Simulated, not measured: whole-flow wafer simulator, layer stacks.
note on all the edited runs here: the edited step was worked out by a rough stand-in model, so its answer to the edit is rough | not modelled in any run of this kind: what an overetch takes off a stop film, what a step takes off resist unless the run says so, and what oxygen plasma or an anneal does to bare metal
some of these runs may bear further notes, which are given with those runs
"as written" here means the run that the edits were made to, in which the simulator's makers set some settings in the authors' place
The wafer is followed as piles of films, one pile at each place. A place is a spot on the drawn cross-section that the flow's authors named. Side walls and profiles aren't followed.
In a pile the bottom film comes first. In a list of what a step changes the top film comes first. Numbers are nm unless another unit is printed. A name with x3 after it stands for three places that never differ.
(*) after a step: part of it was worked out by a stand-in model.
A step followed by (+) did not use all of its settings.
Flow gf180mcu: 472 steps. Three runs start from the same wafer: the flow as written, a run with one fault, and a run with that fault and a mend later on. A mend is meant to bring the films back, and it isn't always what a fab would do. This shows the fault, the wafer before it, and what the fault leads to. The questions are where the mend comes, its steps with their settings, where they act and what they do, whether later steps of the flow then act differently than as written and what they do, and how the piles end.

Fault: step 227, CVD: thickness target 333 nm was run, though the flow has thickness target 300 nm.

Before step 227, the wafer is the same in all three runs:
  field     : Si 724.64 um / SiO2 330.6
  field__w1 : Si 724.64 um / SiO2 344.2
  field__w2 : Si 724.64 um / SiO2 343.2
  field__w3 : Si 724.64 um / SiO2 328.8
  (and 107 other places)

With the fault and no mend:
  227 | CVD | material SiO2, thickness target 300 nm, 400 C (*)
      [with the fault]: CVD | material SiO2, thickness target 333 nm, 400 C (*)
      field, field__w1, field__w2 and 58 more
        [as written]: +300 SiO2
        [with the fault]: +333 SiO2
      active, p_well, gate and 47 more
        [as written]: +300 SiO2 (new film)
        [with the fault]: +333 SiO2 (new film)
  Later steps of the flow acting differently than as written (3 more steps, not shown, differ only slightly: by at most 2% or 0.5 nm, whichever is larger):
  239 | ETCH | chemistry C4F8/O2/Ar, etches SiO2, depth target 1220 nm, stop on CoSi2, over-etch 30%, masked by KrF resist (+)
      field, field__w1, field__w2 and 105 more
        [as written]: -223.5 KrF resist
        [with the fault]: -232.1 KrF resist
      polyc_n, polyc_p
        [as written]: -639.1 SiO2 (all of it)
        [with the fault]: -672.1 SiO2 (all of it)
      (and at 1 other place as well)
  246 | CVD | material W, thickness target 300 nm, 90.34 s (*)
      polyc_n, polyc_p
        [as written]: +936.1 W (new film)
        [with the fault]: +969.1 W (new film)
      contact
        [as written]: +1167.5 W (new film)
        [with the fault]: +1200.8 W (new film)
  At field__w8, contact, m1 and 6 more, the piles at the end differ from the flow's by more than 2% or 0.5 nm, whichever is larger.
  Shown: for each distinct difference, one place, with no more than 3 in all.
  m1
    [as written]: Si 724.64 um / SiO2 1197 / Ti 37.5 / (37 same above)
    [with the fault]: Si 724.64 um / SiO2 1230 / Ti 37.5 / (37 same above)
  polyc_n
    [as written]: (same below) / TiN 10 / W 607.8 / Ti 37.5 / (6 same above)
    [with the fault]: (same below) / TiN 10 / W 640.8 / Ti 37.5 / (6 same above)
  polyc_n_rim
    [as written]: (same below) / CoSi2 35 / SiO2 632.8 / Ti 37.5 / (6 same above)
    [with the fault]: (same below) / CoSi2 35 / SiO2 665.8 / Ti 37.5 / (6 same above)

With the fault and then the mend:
  After step 227 comes the mend.
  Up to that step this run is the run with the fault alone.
  227a | WET ETCH | chemistry dHF, depth target 33 nm, 25 C, dilution 100:1 (*) (the flow's step 17, run once more with other settings)
      field, field__w1, field__w2 and 108 more
        -33 SiO2
  None of the later steps of the flow acts differently than as written at any place that is followed.
  By the end, the piles equal the flow's at every place that both follow.
